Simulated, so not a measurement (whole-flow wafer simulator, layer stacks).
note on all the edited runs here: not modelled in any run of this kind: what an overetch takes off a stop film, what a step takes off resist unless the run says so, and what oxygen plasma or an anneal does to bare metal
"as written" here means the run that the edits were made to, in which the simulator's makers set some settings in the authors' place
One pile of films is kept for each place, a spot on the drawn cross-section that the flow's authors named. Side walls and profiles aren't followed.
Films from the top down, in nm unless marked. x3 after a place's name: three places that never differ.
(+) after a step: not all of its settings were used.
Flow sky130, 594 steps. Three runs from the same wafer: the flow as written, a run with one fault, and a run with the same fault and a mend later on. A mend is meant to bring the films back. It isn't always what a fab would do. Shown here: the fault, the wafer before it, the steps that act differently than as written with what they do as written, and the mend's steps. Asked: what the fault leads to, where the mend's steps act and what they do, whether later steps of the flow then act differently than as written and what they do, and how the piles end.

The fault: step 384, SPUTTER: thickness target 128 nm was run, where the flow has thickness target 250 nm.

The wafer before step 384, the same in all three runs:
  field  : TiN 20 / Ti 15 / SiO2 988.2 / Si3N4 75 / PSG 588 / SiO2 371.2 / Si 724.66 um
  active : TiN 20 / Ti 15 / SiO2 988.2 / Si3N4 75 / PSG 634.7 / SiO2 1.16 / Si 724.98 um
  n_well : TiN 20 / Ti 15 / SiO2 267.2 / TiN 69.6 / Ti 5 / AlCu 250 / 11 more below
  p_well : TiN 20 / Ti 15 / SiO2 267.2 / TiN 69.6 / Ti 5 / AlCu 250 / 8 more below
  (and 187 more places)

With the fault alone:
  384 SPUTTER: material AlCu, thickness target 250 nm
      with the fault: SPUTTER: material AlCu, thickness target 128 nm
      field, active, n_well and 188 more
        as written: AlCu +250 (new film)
        with the fault: AlCu +128 (new film)
  Later steps of the flow that act differently than as written (8 more steps differ only slightly, by at most 2% or 0.5 nm, whichever is larger, and aren't shown):
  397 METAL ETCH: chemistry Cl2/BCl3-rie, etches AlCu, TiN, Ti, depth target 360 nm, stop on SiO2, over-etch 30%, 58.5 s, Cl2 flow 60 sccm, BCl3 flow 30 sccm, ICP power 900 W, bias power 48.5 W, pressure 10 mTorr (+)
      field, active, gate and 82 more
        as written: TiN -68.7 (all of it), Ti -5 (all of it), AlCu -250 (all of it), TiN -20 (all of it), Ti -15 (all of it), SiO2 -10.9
        with the fault: TiN -68.7 (all of it), Ti -5 (all of it), AlCu -128 (all of it), TiN -20 (all of it), Ti -15 (all of it), SiO2 -23.1
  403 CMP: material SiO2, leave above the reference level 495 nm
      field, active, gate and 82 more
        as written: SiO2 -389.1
        with the fault: SiO2 -498.9
  At the end the piles differ from the flow's by more than 2% or 0.5 nm, whichever is larger, at field, active, n_well and 190 more.
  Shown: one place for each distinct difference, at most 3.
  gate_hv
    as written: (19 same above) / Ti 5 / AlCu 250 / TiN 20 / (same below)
    with the fault: (19 same above) / Ti 5 / AlCu 128 / TiN 20 / (same below)
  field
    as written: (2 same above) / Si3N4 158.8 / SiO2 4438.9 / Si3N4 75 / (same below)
    with the fault: (2 same above) / Si3N4 158.8 / SiO2 4316.9 / Si3N4 75 / (same below)
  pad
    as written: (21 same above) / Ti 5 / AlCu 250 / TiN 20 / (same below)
    with the fault: (21 same above) / Ti 5 / AlCu 128 / TiN 20 / (same below)

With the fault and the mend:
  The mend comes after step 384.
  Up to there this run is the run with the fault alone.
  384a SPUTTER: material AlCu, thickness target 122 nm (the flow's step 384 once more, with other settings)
      field, active, n_well and 188 more
        AlCu +122
  No later step of the flow acts differently than as written at any place that is followed.
  At the end the piles are the same as the flow's at every place that both follow.
